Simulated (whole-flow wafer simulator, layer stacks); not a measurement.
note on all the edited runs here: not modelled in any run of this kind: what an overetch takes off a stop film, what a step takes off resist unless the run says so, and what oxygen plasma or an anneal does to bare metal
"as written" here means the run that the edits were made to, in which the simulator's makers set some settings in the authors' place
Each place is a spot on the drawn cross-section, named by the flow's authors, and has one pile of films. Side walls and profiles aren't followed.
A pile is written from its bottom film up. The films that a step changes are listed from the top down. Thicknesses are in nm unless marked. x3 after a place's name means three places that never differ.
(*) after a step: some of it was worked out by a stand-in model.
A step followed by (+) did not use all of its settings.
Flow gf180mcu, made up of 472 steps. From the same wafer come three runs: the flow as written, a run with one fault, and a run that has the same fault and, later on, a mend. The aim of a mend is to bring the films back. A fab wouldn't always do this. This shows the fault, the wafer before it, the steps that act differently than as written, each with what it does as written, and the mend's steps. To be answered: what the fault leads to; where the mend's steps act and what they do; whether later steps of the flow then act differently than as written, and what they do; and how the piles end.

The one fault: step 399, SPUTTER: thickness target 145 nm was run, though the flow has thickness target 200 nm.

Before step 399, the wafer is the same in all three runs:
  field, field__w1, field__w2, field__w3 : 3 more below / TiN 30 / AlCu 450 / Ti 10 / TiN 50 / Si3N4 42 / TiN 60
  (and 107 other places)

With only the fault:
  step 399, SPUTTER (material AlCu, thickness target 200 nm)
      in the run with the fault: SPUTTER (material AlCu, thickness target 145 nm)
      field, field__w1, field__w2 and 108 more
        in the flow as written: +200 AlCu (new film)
        in the run with the fault: +145 AlCu (new film)
  Later steps of the flow acting differently than as written (4 other steps are not shown; they differ only slightly, by no more than 2% or 0.5 nm, whichever is larger):
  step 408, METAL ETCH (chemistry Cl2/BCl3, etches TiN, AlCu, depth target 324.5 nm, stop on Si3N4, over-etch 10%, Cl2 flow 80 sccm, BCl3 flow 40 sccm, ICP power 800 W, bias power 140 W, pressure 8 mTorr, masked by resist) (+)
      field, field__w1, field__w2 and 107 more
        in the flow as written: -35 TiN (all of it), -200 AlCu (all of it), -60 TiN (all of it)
        in the run with the fault: -35 TiN (all of it), -145 AlCu (all of it), -60 TiN (all of it)
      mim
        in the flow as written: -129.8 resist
        in the run with the fault: -105.6 resist
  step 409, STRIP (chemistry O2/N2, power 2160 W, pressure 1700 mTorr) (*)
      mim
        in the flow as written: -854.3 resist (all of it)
        in the run with the fault: -878.5 resist (all of it)
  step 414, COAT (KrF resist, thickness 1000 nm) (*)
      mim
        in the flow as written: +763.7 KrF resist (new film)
        in the run with the fault: +806 KrF resist (new film)
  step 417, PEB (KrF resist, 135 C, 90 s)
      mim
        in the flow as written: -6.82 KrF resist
        in the run with the fault: -7.49 KrF resist
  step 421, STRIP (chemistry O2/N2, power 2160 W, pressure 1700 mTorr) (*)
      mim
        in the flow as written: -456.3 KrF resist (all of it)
        in the run with the fault: -497.9 KrF resist (all of it)
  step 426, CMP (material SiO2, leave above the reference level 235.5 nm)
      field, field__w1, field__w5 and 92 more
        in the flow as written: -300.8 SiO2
        in the run with the fault: -355.8 SiO2
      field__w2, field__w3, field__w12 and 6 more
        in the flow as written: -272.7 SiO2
        in the run with the fault: -327.7 SiO2
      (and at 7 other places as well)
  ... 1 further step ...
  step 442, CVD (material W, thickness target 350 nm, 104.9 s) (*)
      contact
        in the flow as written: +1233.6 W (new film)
        in the run with the fault: +1178.1 W (new film)
  At field__w4, field__w8, contact, m1, m1__w1, mim, mim_1p0, m1_nw, the piles at the end differ from the flow's by more than 2% or 0.5 nm, whichever is larger.
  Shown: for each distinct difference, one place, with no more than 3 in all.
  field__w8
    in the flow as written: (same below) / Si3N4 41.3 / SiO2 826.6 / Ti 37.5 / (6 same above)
    in the run with the fault: (same below) / Si3N4 41.3 / SiO2 771.6 / Ti 37.5 / (6 same above)
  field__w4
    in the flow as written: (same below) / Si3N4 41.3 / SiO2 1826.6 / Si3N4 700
    in the run with the fault: (same below) / Si3N4 41.3 / SiO2 1771.6 / Si3N4 700
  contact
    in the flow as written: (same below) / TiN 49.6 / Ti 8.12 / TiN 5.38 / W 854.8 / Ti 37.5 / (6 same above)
    in the run with the fault: (same below) / TiN 49.6 / Ti 8.38 / TiN 5.55 / W 799.4 / Ti 37.5 / (6 same above)

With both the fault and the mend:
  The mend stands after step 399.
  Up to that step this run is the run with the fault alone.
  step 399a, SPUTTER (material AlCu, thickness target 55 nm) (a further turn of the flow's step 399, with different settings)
      field, field__w1, field__w2 and 108 more
        +55 AlCu
  None of the later steps of the flow acts differently than as written at any place that is followed.
  At every place that both follow, the piles at the end match the flow's.
